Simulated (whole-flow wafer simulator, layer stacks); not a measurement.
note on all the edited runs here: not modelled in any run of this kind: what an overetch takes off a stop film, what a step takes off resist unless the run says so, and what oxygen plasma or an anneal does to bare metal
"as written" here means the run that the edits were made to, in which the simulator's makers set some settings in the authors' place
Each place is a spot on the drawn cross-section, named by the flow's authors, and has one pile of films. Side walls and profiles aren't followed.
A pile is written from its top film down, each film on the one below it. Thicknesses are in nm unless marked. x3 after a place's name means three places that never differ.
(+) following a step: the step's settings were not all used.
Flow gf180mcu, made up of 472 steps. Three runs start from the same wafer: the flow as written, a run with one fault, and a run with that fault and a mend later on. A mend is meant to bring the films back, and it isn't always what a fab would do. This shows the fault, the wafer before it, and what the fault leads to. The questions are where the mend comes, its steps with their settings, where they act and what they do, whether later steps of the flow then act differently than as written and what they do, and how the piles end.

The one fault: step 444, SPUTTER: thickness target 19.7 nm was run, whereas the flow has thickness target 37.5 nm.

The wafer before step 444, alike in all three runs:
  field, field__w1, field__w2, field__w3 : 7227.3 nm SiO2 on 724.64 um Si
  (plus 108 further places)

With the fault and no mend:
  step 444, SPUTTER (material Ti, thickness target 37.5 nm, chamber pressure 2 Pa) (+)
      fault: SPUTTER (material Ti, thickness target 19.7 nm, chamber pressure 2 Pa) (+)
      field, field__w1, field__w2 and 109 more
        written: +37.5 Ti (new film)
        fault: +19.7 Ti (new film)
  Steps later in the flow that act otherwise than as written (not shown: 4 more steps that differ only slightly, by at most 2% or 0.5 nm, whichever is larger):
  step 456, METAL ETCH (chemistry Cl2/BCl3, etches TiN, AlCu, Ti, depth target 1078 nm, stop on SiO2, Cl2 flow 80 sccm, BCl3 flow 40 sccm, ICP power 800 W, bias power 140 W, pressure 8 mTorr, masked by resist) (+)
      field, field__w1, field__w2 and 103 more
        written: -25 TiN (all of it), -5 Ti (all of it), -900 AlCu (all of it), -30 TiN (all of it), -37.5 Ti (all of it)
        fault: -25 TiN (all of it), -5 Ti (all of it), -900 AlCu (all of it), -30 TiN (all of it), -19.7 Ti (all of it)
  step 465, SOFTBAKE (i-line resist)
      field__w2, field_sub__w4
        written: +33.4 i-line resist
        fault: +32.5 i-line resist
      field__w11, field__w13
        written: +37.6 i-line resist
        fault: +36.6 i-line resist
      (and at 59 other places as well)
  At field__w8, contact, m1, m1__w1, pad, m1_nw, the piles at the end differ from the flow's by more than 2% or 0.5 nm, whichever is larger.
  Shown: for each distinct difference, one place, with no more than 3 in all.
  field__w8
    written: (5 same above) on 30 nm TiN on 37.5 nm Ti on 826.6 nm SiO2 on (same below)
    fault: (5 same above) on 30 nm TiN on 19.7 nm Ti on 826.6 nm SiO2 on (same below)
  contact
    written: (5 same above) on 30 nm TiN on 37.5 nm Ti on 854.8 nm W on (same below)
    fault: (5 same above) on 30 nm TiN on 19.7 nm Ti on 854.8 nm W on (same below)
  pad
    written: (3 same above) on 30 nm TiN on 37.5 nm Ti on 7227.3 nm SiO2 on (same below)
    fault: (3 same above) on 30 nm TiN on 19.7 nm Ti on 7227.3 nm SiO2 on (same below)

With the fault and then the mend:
  After step 444 comes the mend.
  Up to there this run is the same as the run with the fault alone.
  step 444a, SPUTTER (material Ti, thickness target 17.8 nm, chamber pressure 2 Pa) (+) (the flow's step 444 again, with other settings)
      field, field__w1, field__w2 and 109 more
        +17.8 Ti
  Every later step of the flow that is run acts as written at every place that is followed.
  By the end, the piles equal the flow's at every place that both follow.
